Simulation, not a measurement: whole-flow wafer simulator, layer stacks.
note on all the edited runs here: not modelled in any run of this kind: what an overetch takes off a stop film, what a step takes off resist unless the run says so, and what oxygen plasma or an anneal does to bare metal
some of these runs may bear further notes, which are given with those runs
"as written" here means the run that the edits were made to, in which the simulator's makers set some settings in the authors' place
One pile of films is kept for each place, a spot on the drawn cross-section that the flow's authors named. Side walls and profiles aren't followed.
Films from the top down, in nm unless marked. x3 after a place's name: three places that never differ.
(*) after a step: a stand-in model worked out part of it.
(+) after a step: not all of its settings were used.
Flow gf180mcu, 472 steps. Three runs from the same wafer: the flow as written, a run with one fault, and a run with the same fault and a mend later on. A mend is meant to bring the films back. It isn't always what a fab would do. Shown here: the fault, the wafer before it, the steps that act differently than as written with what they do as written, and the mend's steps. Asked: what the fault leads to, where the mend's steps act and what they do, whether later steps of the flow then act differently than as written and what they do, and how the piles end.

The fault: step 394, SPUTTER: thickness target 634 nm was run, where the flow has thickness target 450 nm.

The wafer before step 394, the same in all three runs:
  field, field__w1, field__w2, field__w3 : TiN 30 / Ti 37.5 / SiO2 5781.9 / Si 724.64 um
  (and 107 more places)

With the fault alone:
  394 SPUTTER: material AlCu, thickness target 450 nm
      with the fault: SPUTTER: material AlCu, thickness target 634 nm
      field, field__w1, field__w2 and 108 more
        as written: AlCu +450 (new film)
        with the fault: AlCu +634 (new film)
  Later steps of the flow that act differently than as written (1 more step differs only slightly, by at most 2% or 0.5 nm, whichever is larger, and isn't shown):
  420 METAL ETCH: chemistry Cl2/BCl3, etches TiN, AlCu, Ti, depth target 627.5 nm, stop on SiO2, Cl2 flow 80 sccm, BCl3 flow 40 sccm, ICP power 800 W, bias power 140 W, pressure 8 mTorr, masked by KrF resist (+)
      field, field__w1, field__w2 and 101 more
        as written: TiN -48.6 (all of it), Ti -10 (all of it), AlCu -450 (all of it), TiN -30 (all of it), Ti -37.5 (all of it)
        with the fault: TiN -48.6 (all of it), Ti -10 (all of it), AlCu -568.9
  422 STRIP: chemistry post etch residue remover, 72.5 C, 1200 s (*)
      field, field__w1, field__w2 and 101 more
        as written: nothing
        with the fault: AlCu -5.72
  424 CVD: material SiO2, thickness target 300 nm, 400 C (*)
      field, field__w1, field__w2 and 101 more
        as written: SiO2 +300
        with the fault: SiO2 +300 (new film)
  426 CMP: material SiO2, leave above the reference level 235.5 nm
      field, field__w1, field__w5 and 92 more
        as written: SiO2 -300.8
        with the fault: SiO2 -243.7
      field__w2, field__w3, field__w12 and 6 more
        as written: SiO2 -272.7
        with the fault: SiO2 -212.9
  At the end the piles differ from the flow's by more than 2% or 0.5 nm, whichever is larger, at field, field__w1, field__w2 and 109 more.
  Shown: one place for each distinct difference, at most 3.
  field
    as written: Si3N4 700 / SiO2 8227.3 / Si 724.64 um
    with the fault: Si3N4 700 / SiO2 2502.5 / AlCu 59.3 / TiN 30 / Ti 37.5 / SiO2 5781.9 / Si 724.64 um
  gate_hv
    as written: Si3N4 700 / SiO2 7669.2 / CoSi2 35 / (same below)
    with the fault: Si3N4 700 / SiO2 2502.5 / AlCu 59.3 / TiN 30 / Ti 37.5 / SiO2 5223.8 / CoSi2 35 / (same below)
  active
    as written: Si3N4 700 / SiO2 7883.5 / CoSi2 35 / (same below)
    with the fault: Si3N4 700 / SiO2 2502.5 / AlCu 59.3 / TiN 30 / Ti 37.5 / SiO2 5438.1 / CoSi2 35 / (same below)

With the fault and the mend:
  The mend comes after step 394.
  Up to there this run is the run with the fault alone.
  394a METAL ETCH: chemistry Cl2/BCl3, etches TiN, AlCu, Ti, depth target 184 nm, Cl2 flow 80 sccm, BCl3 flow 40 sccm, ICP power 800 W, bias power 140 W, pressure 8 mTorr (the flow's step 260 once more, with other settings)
      field, field__w1, field__w2 and 108 more
        AlCu -184
  No later step of the flow acts differently than as written at any place that is followed.
  At the end the piles are the same as the flow's at every place that both follow.
